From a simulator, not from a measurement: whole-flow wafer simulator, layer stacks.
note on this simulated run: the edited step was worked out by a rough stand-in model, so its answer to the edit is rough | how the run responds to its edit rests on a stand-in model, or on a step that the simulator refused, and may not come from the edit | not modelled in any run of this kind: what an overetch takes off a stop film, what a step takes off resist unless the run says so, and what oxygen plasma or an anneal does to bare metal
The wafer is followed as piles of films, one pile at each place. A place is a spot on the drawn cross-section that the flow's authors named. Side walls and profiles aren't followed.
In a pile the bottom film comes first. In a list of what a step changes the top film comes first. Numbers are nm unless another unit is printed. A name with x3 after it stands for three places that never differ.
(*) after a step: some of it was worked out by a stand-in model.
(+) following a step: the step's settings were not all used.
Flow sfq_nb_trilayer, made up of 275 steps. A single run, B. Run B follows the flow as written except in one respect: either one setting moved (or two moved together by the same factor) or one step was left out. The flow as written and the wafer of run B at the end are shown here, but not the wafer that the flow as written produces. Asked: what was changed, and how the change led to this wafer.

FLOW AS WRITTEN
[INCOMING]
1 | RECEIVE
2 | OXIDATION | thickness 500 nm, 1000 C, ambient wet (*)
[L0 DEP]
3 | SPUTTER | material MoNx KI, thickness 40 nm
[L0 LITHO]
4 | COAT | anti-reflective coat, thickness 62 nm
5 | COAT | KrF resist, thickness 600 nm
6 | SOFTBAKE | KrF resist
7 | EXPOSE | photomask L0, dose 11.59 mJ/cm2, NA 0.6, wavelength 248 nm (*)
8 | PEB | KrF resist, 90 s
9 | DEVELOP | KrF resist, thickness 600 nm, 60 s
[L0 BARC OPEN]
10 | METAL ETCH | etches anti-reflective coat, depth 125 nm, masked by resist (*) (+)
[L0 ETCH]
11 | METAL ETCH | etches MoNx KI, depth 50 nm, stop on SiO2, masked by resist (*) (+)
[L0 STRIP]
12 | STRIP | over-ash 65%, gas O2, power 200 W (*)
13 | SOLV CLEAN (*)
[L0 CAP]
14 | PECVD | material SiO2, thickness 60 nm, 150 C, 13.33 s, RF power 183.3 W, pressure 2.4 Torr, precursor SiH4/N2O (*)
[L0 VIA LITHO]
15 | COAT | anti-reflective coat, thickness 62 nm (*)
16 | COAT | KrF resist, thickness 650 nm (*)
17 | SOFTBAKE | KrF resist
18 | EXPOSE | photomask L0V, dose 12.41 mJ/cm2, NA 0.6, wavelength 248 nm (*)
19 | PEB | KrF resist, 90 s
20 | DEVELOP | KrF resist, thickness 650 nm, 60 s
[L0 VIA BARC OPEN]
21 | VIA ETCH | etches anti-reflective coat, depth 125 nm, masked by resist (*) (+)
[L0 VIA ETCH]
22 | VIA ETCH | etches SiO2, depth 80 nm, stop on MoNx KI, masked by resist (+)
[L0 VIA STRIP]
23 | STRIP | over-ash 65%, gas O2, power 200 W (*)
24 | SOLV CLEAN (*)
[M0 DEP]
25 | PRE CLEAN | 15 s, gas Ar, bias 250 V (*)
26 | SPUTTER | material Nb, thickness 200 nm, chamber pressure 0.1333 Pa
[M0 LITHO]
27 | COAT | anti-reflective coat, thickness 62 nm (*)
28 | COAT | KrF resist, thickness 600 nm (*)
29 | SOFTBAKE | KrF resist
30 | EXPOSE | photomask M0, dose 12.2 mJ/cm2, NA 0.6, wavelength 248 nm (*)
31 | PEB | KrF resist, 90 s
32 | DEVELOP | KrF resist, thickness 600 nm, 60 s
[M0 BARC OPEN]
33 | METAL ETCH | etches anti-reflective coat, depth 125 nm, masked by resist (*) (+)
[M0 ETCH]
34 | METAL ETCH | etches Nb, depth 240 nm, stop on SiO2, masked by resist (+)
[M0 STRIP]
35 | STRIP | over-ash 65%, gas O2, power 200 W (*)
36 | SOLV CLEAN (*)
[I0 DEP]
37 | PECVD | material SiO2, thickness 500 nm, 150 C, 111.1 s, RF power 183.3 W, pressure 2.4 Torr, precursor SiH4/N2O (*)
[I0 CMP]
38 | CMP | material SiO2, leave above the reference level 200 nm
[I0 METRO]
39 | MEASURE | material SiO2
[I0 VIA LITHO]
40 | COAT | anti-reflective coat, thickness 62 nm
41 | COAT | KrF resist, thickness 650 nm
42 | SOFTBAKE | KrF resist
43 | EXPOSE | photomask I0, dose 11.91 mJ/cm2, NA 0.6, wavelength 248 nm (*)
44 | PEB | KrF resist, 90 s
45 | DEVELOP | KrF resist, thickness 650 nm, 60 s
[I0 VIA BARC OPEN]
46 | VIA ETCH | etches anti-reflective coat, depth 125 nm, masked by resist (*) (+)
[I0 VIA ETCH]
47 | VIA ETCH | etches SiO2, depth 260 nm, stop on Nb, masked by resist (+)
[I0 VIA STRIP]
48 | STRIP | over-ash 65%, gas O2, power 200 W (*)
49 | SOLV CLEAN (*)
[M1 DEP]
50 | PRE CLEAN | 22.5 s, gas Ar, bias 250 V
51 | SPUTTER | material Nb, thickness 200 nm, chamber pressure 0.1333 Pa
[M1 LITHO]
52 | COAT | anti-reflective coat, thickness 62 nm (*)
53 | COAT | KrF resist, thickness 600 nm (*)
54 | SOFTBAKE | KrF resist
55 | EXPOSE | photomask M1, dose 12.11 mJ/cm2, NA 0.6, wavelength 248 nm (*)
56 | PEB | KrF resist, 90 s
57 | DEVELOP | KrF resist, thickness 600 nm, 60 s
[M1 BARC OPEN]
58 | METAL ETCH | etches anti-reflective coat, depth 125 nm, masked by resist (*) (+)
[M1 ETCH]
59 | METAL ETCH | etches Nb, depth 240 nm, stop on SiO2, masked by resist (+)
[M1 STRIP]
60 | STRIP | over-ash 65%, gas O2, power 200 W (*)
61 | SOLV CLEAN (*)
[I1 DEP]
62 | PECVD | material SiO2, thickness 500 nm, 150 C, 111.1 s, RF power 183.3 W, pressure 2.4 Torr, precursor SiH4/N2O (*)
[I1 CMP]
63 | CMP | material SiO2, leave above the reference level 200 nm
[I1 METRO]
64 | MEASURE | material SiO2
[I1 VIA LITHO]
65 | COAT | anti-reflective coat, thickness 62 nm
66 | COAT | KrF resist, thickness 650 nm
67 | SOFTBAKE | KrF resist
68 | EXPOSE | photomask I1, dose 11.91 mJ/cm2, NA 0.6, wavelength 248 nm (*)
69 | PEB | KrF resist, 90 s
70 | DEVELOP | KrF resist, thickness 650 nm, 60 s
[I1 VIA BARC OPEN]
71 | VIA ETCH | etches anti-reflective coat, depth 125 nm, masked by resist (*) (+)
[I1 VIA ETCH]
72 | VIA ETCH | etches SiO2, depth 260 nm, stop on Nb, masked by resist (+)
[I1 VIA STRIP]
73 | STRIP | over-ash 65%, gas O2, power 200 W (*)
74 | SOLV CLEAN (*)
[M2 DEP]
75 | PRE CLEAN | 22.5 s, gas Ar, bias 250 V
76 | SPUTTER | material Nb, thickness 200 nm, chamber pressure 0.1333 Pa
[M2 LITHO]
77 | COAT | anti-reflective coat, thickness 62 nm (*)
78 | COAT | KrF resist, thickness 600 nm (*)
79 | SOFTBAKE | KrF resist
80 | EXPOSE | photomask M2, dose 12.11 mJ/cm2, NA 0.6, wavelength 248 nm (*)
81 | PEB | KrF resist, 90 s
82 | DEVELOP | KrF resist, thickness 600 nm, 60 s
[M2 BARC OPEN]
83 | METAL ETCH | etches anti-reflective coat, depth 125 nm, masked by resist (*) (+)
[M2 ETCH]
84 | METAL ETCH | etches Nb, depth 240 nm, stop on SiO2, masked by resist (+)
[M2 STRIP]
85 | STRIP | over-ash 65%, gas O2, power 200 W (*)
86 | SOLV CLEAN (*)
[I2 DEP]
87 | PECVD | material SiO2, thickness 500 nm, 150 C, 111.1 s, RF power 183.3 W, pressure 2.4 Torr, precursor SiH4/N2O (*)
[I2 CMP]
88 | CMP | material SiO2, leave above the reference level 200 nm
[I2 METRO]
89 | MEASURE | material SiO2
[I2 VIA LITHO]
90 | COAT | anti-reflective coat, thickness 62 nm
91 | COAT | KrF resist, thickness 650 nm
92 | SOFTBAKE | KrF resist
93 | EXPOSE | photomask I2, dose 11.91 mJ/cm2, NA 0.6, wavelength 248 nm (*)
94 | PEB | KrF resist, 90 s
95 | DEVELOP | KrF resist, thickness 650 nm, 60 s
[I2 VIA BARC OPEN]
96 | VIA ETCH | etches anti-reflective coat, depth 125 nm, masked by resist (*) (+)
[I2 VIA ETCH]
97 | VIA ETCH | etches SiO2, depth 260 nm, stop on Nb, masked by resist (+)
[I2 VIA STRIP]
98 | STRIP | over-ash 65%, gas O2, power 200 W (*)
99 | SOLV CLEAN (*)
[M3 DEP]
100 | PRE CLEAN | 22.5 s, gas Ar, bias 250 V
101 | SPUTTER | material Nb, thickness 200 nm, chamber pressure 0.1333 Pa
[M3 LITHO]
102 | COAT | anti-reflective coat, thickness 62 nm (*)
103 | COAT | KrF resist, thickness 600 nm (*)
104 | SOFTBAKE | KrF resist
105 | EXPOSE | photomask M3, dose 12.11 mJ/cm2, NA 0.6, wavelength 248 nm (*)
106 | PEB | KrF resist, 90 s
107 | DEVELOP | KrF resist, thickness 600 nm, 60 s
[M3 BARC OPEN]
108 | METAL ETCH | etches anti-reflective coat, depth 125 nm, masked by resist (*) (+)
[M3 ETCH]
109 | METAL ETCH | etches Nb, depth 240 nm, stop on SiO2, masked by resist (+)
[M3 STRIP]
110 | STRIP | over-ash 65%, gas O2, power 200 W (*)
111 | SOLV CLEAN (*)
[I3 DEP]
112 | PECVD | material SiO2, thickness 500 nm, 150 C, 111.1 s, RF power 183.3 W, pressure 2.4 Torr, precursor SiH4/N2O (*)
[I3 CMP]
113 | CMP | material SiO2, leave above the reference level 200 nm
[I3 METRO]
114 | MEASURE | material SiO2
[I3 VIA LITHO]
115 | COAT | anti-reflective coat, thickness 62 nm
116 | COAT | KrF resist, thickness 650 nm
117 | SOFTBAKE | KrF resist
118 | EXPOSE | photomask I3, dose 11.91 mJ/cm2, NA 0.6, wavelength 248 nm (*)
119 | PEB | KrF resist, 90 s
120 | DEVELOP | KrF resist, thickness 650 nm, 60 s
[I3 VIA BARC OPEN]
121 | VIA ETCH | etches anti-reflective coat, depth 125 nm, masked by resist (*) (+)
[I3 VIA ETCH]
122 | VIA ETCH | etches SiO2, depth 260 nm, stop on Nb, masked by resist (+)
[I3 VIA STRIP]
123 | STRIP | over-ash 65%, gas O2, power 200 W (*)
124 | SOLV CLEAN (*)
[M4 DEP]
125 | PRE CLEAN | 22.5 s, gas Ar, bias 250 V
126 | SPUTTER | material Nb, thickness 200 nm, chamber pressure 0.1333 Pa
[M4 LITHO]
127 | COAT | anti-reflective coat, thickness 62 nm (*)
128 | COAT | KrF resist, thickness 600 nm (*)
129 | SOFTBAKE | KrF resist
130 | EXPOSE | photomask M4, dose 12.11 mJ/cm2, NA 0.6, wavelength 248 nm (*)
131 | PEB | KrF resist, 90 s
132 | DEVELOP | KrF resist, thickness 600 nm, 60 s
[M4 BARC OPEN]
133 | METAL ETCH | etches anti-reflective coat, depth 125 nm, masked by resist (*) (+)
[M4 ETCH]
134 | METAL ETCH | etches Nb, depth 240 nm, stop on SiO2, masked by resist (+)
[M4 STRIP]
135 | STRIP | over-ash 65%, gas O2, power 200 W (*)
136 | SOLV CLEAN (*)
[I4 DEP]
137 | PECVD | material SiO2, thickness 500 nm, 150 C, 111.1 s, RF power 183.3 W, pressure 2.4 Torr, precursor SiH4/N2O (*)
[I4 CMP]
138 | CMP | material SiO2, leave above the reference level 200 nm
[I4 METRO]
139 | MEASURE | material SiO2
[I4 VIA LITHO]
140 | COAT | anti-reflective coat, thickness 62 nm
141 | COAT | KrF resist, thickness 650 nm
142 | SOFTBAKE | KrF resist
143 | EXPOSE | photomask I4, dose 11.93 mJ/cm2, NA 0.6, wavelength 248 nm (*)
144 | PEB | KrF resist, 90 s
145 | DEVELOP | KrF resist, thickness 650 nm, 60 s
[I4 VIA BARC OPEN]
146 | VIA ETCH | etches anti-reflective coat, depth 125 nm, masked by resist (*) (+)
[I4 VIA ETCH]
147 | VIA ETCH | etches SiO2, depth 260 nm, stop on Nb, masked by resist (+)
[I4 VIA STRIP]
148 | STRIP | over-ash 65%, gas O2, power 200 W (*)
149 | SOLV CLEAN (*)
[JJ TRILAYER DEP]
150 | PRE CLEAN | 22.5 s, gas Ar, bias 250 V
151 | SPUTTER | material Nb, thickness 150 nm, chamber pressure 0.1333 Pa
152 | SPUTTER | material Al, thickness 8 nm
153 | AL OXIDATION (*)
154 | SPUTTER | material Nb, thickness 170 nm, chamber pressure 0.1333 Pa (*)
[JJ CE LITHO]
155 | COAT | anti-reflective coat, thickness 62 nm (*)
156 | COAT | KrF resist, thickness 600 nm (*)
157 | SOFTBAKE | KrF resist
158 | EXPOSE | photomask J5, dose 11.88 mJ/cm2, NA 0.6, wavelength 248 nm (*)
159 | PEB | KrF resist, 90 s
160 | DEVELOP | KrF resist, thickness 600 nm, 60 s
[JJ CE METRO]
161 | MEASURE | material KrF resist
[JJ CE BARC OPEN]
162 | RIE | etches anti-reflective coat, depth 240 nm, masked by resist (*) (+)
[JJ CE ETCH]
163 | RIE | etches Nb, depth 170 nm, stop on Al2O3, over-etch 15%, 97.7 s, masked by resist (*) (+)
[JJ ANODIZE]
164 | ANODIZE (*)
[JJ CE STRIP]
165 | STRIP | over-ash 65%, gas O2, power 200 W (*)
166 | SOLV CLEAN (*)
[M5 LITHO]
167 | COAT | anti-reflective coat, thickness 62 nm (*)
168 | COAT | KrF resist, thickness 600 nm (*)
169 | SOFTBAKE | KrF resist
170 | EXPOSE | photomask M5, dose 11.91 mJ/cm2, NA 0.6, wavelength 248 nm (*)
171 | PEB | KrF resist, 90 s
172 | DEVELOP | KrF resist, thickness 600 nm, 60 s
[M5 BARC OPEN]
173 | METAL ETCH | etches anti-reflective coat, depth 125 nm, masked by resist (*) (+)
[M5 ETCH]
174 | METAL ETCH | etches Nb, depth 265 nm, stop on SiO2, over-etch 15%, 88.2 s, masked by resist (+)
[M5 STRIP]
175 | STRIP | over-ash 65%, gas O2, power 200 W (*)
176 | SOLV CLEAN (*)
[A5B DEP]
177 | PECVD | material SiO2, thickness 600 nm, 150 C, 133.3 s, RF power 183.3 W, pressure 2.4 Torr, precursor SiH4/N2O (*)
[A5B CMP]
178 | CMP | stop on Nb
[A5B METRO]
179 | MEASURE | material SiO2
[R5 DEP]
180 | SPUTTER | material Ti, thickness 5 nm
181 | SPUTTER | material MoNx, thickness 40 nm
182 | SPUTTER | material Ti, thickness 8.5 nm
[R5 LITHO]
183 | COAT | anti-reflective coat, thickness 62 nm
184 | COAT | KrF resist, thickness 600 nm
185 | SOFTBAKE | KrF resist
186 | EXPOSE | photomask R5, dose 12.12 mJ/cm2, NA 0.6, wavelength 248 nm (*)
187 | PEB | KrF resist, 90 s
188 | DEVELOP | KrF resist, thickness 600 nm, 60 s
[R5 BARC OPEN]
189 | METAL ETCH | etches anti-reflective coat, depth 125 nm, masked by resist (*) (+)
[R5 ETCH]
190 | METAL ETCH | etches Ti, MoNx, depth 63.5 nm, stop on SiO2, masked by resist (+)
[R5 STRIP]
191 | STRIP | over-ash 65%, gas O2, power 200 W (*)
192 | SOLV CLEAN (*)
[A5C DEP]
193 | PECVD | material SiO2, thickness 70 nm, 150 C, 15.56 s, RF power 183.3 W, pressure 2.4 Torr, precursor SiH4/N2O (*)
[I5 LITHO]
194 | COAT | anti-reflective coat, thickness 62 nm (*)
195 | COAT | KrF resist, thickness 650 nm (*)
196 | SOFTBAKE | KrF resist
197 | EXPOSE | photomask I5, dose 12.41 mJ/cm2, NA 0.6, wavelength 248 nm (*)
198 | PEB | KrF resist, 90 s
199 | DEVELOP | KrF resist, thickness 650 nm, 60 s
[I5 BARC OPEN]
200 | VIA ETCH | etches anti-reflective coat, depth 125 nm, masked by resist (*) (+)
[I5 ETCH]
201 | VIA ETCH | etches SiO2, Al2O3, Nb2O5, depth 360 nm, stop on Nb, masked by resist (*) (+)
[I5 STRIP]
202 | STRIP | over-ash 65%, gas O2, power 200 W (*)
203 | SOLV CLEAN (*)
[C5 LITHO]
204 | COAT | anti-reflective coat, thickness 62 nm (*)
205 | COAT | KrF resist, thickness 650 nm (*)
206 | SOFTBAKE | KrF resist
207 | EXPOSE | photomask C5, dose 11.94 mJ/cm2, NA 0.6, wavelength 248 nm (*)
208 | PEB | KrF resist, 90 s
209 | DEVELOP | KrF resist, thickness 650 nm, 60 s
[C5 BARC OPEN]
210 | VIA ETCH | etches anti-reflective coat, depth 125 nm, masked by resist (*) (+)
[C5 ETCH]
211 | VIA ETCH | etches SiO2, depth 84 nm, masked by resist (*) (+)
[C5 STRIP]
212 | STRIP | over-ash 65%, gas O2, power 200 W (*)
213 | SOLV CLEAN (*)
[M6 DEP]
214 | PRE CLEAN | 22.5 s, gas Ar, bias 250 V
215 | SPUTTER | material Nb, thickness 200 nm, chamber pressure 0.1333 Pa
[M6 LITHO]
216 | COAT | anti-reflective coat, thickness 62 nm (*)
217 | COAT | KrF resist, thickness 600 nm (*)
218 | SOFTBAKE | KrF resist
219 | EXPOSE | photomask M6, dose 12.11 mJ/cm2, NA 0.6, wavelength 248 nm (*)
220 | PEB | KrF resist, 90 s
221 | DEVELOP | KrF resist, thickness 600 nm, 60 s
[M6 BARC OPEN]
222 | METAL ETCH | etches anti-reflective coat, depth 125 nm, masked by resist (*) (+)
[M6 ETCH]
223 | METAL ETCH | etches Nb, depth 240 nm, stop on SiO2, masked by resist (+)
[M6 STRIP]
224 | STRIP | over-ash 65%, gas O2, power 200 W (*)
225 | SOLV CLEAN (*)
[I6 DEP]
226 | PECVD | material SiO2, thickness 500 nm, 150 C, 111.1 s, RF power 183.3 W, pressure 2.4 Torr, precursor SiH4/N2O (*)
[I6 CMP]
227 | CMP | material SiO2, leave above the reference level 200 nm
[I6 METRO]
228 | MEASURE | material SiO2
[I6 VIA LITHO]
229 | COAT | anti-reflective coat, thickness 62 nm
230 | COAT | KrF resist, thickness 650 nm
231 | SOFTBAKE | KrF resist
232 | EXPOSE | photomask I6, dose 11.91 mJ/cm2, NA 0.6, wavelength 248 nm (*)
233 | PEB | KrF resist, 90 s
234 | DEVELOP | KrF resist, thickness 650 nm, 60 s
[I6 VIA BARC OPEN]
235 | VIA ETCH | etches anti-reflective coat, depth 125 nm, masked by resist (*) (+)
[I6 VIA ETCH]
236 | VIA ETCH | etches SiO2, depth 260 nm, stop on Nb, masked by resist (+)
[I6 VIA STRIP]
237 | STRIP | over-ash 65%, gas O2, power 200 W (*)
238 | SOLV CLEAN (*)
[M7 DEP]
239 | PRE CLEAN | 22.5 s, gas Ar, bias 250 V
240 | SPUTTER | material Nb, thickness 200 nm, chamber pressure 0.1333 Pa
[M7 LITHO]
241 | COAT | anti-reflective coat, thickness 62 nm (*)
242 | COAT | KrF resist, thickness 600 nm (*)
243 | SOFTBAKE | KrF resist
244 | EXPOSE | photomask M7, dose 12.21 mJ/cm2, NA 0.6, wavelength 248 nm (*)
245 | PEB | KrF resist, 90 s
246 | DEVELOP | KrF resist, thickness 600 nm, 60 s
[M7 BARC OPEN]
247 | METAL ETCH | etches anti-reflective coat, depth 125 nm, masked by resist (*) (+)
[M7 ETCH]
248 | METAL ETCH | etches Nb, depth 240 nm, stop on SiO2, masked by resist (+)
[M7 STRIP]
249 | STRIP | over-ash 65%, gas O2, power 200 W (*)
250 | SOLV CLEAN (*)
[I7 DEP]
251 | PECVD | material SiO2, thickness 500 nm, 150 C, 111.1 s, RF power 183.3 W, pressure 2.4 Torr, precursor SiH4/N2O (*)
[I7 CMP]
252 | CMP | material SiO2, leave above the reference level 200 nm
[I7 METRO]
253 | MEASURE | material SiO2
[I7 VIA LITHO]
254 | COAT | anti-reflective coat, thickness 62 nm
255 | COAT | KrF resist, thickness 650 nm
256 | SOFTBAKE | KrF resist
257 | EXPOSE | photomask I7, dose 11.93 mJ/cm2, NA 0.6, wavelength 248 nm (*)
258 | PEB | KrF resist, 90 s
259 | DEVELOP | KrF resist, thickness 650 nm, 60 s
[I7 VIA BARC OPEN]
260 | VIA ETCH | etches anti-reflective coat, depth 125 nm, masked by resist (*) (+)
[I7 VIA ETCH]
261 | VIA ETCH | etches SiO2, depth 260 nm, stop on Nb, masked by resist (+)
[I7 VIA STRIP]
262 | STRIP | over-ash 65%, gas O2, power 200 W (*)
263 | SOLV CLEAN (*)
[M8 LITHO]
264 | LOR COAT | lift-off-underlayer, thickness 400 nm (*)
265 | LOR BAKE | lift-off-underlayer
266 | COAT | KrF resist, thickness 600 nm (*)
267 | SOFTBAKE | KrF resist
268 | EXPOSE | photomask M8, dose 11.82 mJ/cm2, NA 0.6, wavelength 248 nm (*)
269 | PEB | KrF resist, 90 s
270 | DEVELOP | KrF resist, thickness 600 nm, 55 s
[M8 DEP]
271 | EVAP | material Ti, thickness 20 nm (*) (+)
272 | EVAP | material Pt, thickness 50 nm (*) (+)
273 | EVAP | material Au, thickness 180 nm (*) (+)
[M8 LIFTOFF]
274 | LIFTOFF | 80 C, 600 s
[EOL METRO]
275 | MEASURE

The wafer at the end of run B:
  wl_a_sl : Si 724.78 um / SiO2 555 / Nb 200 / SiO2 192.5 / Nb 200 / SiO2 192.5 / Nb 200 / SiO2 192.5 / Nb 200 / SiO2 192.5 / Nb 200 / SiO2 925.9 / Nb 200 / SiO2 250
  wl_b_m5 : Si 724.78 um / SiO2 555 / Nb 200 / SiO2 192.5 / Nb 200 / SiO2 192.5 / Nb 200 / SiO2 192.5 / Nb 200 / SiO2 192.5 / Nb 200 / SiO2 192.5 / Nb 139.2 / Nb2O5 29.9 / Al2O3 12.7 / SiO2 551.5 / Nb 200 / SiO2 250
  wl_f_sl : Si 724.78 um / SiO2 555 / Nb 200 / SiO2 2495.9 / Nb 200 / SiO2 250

What caused this: step 226, PECVD: thickness 350 nm was run, though the flow has thickness 500 nm; step 226, PECVD: 77.78 s was run, where the flow has 111.1 s.

How this came from the change, step by step:
  226 | PECVD | material SiO2, thickness 500 nm, 150 C, 111.1 s, RF power 183.3 W, pressure 2.4 Torr, precursor SiH4/N2O (*)
      field_l, p4_fl, p4_fm and 62 more: SiO2 gains 350 (it would be, as written: SiO2 gains 500)
      v_sur, via_wl, via_w and 21 more: SiO2 gains 350 (new film) (it would be, as written: SiO2 gains 500 (new film))
      (and at 17 other places as well)
  227 | CMP | material SiO2, leave above the reference level 200 nm
      field_l, p4_fl, p4_fm and 59 more: nothing (it would be, as written: SiO2 loses 100)
      moat, field_r, lsp_l, ln_m5, lsp_m: nothing (it would be, as written: SiO2 loses 93.6)
      (and at 39 other places as well)
  229 | COAT | anti-reflective coat, thickness 62 nm
      field_r, ln_m5, m0r_line_l, m0r_line_r, m5r_line_l, m5r_line_r, m7r_line_l, m7r_line_r: anti-reflective coat gains 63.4 (new film) (it would be, as written: anti-reflective coat gains 62 (new film))
      via_wl, via_wr, via_sp, res: anti-reflective coat gains 58.6 (new film) (it would be, as written: anti-reflective coat gains 62 (new film))
      (and at 67 other places as well)
  230 | COAT | KrF resist, thickness 650 nm
      via_w, wl_j_sl: KrF resist gains 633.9 (new film) (it would be, as written: KrF resist gains 650 (new film))
      via_sp, ce_r: KrF resist gains 635 (new film) (it would be, as written: KrF resist gains 650 (new film))
      (and at 22 other places as well)
  234 | DEVELOP | KrF resist, thickness 650 nm, 60 s
      via_v: KrF resist loses 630 (all of it) (it would be, as written: KrF resist loses 648.6 (all of it))
  235 | VIA ETCH | etches anti-reflective coat, depth 125 nm, masked by resist (*) (+)
      field_l, v_sur, via_wl and 102 more: KrF resist loses 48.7 (it would be, as written: KrF resist loses 51.7)
      via_v: anti-reflective coat loses 58.5 (all of it), SiO2 loses 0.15 (it would be, as written: anti-reflective coat loses 62 (all of it), SiO2 loses 0.16)
  237 | STRIP | over-ash 65%, gas O2, power 200 W (*)
      ln_m5, m0r_line_l, m0r_line_r, m7r_line_l, m7r_line_r: KrF resist loses 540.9 (all of it), anti-reflective coat loses 63.4 (all of it) (it would be, as written: KrF resist loses 528.6 (all of it), anti-reflective coat loses 62 (all of it))
      wl_c_sl, wl_f_sl: KrF resist loses 535.8 (all of it), anti-reflective coat loses 68.6 (all of it) (it would be, as written: KrF resist loses 528.6 (all of it), anti-reflective coat loses 62 (all of it))
      (and at 72 other places as well)
  240 | SPUTTER | material Nb, thickness 200 nm, chamber pressure 0.1333 Pa
      be: Nb gains 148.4 (new film) (it would be, as written: Nb gains 200 (new film))
      gap: Nb gains 190.8 (new film) (it would be, as written: Nb gains 200 (new film))
  241 | COAT | anti-reflective coat, thickness 62 nm (*)
      wl_b_sl, wl_b_m5, wl_g_sl, m8r_pad_w: anti-reflective coat gains 63.3 (new film) (it would be, as written: anti-reflective coat gains 62 (new film))
      m0r_space_l, m0r_space_r, m7r_space_l, m7r_space_r: anti-reflective coat gains 68 (new film) (it would be, as written: anti-reflective coat gains 62 (new film))
      (and at 59 other places as well)
  242 | COAT | KrF resist, thickness 600 nm (*)
      m6r_line_l, m6r_line_r: KrF resist gains 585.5 (new film) (it would be, as written: KrF resist gains 600 (new film))
      v_sur: KrF resist gains 581 (new film) (it would be, as written: KrF resist gains 597.5 (new film))
      (and at 26 other places as well)
  246 | DEVELOP | KrF resist, thickness 600 nm, 60 s
      m6r_line_l, m6r_line_r: KrF resist loses 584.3 (all of it) (it would be, as written: KrF resist loses 598.7 (all of it))
      wl_c_m6: KrF resist loses 574.2 (all of it) (it would be, as written: KrF resist loses 598.7 (all of it))
      (and at 1 other place as well)
  247 | METAL ETCH | etches anti-reflective coat, depth 125 nm, masked by resist (*) (+)
      m0r_space_l, m0r_space_r, m7r_space_l, m7r_space_r: anti-reflective coat loses 68 (all of it) (it would be, as written: anti-reflective coat loses 62 (all of it))
      m5r_space_l, m5r_space_r: anti-reflective coat loses 65.4 (all of it) (it would be, as written: anti-reflective coat loses 62 (all of it))
      (and at 24 other places as well)
  249 | STRIP | over-ash 65%, gas O2, power 200 W (*)
      v_sur: KrF resist loses 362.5 (all of it), anti-reflective coat loses 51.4 (all of it) (it would be, as written: KrF resist loses 379.9 (all of it), anti-reflective coat loses 61.4 (all of it))
      via_wl: KrF resist loses 358.8 (all of it), anti-reflective coat loses 57.9 (all of it) (it would be, as written: KrF resist loses 379.3 (all of it), anti-reflective coat loses 61.3 (all of it))
      (and at 35 other places as well)
  251 | PECVD | material SiO2, thickness 500 nm, 150 C, 111.1 s, RF power 183.3 W, pressure 2.4 Torr, precursor SiH4/N2O (*)
      be: SiO2 gains 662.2 (new film) (it would be, as written: SiO2 gains 500 (new film))
  252 | CMP | material SiO2, leave above the reference level 200 nm
      field_l, p4_fl, p4_fm and 48 more: SiO2 loses 50 (it would be, as written: SiO2 loses 100)
      wl_a_sl, wl_a_sr, wl_b_sl and 9 more: SiO2 loses 250 (it would be, as written: SiO2 loses 300)
      (and at 12 other places as well)
